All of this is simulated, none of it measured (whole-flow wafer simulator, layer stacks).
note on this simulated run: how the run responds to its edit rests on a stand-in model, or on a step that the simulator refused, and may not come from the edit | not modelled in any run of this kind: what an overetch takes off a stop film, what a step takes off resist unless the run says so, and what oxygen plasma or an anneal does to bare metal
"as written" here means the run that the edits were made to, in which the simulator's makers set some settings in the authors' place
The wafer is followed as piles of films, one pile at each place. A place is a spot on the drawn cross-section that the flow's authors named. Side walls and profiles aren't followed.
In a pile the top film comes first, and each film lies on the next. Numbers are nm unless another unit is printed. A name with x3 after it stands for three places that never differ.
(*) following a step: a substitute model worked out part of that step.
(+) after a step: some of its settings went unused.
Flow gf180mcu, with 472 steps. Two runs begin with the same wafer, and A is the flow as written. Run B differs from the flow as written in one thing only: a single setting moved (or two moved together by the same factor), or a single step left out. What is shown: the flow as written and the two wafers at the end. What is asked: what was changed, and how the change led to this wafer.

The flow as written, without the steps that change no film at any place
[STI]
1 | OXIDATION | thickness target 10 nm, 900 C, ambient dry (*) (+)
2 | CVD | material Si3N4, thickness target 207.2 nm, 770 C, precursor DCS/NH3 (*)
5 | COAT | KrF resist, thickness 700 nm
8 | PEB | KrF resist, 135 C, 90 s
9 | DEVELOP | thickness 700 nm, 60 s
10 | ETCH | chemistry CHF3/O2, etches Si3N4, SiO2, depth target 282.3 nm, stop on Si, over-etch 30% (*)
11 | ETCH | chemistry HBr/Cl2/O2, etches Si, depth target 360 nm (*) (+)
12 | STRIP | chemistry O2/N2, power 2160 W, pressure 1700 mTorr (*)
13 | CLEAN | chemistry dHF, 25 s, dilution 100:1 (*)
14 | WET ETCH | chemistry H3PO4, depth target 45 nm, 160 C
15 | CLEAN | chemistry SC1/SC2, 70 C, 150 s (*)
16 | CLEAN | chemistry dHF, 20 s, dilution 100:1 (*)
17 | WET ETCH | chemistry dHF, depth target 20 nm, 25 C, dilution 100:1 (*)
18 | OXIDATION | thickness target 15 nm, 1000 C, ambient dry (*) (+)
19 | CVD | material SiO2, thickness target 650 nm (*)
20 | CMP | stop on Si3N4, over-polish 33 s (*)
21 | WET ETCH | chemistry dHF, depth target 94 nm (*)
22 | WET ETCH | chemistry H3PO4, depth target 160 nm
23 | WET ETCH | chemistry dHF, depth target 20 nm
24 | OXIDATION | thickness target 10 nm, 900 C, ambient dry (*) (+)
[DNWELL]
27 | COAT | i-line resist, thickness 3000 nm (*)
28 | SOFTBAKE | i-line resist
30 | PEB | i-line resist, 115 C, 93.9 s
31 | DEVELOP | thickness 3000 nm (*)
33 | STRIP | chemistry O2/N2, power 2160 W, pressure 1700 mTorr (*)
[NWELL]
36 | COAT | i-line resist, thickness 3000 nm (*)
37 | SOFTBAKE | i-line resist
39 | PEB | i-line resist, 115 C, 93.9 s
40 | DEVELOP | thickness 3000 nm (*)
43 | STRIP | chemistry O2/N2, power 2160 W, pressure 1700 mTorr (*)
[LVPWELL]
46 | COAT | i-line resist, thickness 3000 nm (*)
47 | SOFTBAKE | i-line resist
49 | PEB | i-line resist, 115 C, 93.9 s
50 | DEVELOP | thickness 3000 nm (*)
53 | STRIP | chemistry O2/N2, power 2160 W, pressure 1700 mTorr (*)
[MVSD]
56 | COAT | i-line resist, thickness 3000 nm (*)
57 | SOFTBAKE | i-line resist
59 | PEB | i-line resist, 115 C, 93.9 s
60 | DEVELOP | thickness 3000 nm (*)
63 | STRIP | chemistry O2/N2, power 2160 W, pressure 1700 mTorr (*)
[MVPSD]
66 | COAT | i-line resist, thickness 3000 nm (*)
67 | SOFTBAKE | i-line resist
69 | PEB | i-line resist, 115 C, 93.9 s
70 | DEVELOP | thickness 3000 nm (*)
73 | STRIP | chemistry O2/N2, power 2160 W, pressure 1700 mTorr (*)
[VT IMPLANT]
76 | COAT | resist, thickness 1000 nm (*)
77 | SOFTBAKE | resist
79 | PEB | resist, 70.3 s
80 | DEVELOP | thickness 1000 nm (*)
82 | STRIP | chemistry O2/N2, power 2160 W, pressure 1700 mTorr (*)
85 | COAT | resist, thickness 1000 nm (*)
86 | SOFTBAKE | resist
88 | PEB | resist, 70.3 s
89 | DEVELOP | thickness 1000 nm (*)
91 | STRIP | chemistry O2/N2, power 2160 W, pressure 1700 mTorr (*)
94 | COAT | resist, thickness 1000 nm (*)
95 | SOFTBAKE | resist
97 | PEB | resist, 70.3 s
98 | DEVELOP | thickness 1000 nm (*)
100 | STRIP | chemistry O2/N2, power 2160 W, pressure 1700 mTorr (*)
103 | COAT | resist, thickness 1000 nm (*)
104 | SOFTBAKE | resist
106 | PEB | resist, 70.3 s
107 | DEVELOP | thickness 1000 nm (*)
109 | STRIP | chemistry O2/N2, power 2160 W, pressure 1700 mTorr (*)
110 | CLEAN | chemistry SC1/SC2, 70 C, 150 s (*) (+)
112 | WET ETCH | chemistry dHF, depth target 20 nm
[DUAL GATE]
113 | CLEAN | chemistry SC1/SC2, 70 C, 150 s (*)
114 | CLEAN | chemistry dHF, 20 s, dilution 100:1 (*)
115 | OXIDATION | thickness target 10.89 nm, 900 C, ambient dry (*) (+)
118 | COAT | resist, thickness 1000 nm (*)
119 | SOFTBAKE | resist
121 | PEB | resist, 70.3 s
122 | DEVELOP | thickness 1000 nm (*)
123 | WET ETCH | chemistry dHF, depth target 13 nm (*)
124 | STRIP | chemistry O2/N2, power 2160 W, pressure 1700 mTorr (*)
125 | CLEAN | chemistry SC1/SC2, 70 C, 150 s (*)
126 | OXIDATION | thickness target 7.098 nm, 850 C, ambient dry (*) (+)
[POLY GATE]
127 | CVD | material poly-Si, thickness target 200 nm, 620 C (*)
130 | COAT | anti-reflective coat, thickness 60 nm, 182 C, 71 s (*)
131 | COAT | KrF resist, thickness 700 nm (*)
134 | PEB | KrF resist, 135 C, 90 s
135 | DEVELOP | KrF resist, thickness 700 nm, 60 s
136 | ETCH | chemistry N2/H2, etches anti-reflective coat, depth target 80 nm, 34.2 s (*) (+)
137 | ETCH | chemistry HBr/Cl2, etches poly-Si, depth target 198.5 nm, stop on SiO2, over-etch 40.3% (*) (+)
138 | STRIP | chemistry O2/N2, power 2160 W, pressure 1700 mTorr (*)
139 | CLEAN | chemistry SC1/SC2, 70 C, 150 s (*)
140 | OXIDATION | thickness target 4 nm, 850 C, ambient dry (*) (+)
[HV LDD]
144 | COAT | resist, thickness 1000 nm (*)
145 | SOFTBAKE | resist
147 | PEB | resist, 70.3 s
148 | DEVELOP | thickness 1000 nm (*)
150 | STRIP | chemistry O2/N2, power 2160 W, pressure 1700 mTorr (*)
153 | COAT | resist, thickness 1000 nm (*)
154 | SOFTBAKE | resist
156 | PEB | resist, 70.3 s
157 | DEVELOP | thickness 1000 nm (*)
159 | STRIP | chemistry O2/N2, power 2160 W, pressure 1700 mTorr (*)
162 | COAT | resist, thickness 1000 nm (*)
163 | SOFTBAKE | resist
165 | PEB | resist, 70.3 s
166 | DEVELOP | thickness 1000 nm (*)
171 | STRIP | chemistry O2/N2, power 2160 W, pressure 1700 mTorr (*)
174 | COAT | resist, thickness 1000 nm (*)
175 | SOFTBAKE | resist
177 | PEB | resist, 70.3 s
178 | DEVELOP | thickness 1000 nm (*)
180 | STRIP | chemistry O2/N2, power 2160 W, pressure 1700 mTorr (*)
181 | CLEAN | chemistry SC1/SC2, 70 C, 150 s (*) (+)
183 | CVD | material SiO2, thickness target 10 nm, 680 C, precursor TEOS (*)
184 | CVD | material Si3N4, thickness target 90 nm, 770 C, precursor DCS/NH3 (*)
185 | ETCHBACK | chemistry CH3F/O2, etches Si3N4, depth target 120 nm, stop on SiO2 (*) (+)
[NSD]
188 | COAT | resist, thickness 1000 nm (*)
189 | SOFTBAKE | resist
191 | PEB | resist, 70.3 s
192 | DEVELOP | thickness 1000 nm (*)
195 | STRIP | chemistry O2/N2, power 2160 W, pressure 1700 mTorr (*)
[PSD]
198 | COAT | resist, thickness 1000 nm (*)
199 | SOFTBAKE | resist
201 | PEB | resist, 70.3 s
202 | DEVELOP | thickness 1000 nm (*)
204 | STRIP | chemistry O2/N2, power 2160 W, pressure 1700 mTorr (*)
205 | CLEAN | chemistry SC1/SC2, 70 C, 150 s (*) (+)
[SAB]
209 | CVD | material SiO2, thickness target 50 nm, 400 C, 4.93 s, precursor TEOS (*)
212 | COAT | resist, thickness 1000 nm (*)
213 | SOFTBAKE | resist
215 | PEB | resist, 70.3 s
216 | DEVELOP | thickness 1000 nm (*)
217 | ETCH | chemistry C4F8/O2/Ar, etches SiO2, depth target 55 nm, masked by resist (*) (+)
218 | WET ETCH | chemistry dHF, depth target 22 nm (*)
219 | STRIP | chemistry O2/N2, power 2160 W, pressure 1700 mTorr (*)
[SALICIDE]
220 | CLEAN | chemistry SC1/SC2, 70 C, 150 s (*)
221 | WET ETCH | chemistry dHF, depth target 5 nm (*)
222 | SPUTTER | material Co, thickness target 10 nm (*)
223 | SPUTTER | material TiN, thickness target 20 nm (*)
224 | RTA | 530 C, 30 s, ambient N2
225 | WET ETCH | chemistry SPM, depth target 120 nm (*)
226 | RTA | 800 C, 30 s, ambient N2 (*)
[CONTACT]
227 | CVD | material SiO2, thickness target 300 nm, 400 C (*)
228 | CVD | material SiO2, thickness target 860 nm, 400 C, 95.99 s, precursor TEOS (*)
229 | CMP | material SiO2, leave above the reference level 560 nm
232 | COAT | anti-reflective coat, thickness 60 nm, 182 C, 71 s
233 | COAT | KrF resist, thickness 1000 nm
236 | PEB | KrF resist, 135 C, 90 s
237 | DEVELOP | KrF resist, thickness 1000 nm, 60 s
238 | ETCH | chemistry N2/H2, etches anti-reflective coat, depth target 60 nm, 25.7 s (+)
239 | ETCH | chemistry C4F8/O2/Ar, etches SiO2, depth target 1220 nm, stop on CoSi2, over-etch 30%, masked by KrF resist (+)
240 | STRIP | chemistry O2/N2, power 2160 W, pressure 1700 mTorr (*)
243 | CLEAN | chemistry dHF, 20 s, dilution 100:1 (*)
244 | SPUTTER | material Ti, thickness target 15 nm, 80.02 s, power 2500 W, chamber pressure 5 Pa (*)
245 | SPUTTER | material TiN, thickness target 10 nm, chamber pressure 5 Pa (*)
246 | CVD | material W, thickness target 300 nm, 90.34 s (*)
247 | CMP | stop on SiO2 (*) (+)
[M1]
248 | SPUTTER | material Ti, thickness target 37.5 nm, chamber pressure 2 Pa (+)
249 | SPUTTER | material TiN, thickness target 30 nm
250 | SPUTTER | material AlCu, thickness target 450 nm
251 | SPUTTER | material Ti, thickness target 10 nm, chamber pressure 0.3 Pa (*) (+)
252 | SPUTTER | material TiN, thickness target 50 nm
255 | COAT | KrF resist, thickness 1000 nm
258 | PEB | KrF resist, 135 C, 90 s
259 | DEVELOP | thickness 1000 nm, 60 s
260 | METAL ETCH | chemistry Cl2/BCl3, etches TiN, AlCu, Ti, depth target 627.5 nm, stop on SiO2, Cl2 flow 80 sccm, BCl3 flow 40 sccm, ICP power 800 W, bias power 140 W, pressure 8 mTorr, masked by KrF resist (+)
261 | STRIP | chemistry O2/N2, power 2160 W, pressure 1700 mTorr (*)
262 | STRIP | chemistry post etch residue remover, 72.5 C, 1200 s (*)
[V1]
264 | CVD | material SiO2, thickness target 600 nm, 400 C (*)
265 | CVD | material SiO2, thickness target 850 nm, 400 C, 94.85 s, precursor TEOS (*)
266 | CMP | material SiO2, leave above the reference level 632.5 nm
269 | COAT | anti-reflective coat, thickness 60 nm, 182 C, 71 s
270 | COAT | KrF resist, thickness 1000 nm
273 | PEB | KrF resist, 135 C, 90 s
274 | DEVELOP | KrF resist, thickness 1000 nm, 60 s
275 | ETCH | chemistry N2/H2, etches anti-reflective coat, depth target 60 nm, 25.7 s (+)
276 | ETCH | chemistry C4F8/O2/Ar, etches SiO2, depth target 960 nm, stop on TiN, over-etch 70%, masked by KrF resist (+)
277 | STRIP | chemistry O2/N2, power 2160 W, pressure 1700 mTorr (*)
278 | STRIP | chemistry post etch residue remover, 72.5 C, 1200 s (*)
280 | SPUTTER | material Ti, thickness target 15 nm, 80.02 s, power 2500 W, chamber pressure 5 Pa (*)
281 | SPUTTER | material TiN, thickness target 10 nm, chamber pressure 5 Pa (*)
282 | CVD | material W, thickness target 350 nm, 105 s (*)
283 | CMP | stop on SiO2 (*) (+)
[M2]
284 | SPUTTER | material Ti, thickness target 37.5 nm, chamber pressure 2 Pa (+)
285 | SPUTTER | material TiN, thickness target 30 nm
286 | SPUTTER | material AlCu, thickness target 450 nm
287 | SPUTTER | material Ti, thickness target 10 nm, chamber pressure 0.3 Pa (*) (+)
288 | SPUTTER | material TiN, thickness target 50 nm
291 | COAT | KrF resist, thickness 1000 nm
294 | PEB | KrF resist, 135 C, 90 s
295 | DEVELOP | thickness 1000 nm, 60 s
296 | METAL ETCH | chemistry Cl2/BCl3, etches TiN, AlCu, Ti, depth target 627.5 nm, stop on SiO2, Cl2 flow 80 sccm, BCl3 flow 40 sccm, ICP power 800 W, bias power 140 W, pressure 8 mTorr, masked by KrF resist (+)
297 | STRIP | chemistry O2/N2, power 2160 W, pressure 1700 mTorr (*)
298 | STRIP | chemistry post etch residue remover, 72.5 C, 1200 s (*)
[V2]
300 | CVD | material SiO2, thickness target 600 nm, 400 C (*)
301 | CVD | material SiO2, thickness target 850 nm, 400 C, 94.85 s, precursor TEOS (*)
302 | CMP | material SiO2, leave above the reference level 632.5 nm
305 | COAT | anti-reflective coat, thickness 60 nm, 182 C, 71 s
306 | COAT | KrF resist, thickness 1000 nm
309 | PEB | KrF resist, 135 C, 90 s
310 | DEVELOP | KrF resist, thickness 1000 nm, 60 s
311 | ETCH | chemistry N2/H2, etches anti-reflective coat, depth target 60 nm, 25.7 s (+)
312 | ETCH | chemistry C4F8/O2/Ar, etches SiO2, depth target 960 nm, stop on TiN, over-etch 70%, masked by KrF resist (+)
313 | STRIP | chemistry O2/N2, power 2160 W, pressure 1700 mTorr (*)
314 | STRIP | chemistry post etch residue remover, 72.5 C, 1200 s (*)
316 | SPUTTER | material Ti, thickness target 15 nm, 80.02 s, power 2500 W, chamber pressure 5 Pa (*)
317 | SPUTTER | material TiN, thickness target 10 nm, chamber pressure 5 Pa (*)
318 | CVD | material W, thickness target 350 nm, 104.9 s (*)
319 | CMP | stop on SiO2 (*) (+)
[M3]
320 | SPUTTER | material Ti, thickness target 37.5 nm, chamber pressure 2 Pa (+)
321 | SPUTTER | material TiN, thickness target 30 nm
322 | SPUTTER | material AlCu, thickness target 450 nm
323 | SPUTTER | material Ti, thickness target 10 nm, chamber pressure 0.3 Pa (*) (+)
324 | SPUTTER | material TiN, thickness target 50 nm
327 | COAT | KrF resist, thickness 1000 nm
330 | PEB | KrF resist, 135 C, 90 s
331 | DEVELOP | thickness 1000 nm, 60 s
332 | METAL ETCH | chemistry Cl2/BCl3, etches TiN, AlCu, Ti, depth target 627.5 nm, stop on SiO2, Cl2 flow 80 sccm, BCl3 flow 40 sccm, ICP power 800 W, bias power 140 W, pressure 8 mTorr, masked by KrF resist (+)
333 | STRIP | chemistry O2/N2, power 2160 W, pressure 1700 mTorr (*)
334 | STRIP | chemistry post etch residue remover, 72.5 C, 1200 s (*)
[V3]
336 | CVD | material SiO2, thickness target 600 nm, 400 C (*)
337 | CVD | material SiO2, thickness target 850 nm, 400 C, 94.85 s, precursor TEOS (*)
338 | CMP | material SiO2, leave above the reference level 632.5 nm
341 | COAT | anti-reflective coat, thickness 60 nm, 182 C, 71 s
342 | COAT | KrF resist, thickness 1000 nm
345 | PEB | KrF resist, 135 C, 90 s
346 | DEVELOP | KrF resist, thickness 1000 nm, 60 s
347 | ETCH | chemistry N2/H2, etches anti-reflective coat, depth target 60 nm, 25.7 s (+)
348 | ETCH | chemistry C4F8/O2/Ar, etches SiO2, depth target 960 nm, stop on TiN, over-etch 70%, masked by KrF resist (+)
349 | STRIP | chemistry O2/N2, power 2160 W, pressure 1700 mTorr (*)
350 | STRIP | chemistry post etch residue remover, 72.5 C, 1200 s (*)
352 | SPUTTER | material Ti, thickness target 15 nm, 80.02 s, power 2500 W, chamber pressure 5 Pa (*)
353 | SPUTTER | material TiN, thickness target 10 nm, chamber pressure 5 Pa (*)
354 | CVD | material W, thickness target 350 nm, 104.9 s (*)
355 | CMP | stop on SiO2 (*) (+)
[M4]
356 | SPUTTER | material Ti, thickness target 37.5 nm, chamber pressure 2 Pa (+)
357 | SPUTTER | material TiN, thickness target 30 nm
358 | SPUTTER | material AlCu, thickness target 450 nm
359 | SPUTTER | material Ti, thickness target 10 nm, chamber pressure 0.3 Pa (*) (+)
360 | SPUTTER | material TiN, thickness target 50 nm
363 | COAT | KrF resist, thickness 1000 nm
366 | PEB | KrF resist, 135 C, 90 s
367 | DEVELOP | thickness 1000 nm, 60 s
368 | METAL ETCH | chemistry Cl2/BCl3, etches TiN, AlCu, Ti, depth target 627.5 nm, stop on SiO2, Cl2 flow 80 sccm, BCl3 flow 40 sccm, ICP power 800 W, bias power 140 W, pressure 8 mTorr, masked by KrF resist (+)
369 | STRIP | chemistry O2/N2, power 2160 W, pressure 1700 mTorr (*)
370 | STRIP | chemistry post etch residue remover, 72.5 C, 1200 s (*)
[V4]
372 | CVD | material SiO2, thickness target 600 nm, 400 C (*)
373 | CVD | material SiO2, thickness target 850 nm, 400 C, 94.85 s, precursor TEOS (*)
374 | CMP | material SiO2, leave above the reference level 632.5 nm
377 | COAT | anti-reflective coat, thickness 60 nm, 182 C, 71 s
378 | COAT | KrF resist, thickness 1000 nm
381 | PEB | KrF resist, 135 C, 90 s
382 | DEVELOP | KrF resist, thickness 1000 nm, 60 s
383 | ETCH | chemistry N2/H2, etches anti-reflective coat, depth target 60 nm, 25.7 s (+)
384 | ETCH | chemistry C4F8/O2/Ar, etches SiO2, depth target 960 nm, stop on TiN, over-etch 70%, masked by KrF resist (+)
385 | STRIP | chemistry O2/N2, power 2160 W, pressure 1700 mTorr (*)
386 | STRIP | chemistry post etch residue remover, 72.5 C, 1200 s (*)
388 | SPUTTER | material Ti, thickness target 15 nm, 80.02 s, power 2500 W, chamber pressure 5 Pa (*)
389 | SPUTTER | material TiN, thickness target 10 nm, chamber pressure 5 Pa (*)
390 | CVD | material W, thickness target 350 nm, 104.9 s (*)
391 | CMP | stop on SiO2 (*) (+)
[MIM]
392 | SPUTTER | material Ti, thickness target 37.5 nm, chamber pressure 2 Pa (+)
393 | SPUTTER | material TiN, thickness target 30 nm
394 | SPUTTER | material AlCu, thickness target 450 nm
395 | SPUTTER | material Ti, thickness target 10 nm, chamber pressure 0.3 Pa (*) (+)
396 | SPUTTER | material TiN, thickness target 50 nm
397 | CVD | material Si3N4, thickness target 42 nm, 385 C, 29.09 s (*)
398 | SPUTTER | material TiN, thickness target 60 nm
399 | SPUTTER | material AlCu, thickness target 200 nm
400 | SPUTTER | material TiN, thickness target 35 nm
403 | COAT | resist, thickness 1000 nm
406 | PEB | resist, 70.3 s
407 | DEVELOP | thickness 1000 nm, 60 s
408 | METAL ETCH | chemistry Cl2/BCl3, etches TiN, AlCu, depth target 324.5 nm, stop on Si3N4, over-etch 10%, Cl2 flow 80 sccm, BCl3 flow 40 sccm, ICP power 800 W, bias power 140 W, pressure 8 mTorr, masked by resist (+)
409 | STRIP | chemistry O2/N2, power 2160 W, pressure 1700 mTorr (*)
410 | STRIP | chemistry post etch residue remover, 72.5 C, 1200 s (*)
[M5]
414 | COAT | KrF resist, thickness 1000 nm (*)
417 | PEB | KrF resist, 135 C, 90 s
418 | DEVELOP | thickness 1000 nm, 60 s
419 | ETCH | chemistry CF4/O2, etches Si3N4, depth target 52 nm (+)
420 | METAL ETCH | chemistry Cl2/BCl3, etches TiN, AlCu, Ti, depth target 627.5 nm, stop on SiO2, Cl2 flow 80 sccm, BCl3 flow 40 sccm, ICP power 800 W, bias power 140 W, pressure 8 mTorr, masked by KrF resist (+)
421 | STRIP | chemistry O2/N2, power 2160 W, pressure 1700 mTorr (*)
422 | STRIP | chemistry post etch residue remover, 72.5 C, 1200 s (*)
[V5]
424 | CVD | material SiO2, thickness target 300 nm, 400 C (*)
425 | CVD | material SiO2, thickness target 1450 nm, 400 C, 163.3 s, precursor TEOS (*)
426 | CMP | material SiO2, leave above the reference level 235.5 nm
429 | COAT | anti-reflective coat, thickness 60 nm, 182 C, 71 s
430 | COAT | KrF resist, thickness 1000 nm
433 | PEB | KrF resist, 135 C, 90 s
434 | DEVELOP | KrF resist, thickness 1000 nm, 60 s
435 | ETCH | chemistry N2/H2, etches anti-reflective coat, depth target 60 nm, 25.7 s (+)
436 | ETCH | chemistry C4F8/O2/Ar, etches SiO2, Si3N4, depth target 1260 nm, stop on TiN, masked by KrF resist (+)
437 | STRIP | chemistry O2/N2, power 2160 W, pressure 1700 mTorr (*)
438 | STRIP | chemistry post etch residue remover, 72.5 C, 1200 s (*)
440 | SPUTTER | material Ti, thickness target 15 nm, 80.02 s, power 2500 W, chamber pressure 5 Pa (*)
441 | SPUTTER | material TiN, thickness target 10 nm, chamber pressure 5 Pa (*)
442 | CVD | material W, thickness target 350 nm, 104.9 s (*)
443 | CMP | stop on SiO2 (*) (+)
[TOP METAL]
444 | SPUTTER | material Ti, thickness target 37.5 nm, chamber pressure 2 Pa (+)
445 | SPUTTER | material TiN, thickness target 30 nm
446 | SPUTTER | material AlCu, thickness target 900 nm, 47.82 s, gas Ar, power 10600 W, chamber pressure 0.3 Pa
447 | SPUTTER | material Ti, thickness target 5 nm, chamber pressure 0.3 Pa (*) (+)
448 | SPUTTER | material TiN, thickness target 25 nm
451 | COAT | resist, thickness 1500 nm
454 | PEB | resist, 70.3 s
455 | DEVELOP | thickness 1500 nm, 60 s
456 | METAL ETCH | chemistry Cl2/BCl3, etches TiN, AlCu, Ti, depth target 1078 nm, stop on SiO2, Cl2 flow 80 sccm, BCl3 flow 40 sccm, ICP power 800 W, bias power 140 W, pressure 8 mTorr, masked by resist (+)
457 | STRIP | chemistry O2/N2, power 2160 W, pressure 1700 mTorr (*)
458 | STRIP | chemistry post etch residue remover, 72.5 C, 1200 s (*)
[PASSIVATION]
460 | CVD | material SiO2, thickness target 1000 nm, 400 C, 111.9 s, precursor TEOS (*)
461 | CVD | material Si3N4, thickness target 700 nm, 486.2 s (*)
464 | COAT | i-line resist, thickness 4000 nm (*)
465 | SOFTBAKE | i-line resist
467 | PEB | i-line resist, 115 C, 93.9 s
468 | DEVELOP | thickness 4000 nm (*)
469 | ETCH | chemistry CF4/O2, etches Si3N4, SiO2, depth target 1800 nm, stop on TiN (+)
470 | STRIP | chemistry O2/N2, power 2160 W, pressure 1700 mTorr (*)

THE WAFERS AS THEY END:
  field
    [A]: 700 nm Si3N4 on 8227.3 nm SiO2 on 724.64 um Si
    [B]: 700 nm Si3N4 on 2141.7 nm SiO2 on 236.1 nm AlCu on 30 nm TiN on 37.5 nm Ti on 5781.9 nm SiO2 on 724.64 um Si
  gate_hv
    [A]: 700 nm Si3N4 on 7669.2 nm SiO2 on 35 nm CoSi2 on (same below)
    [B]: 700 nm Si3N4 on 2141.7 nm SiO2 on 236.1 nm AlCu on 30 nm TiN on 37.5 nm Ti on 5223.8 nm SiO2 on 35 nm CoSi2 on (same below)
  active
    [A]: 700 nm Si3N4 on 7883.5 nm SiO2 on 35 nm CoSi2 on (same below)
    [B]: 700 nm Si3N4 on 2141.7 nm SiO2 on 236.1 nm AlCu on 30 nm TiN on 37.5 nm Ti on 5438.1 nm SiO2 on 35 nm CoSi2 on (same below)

The reason: step 420, METAL ETCH: depth target 266.7 nm was run, while the flow as written has depth target 627.5 nm.

Step by step, how the change led to this:
  420 | METAL ETCH | chemistry Cl2/BCl3, etches TiN, AlCu, Ti, depth target 627.5 nm, stop on SiO2, Cl2 flow 80 sccm, BCl3 flow 40 sccm, ICP power 800 W, bias power 140 W, pressure 8 mTorr, masked by KrF resist (+)
      field, field__w1, field__w2 and 101 more: A -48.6 TiN (all of it), -10 Ti (all of it), -450 AlCu (all of it), -30 TiN (all of it), -37.5 Ti (all of it) | B -48.6 TiN (all of it), -10 Ti (all of it), -208.1 AlCu
      field__w4, field__w8, contact, m1, m1__w1, mim, mim_1p0, m1_nw: A -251 KrF resist | B -106.7 KrF resist
  421 | STRIP | chemistry O2/N2, power 2160 W, pressure 1700 mTorr (*)
      field__w8, m1__w1: A -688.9 KrF resist (all of it) | B -833.2 KrF resist (all of it)
      contact, m1: A -689.3 KrF resist (all of it) | B -833.6 KrF resist (all of it)
      (as well as at 4 more places)
  422 | STRIP | chemistry post etch residue remover, 72.5 C, 1200 s (*)
      field, field__w1, field__w2 and 101 more: A nothing | B -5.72 AlCu
  424 | CVD | material SiO2, thickness target 300 nm, 400 C (*)
      field, field__w1, field__w2 and 101 more: A +300 SiO2 | B +300 SiO2 (new film)
  426 | CMP | material SiO2, leave above the reference level 235.5 nm
      field, field__w1, field__w5 and 92 more: A -300.8 SiO2 | B -604.5 SiO2
      field__w2, field__w3, field__w12 and 6 more: A -272.7 SiO2 | B -604.5 SiO2
With metal films that touch counted as one body, field has 1 body; the flow as written gives 0 bodies.
With metal films that touch counted as one body, gate_hv has 2 bodies (between them, from the top down: SiO2 5223.8); the flow as written gives 1 body.
With metal films that touch counted as one body, active has 2 bodies (between them, from the top down: SiO2 5438.1); the flow as written gives 1 body.
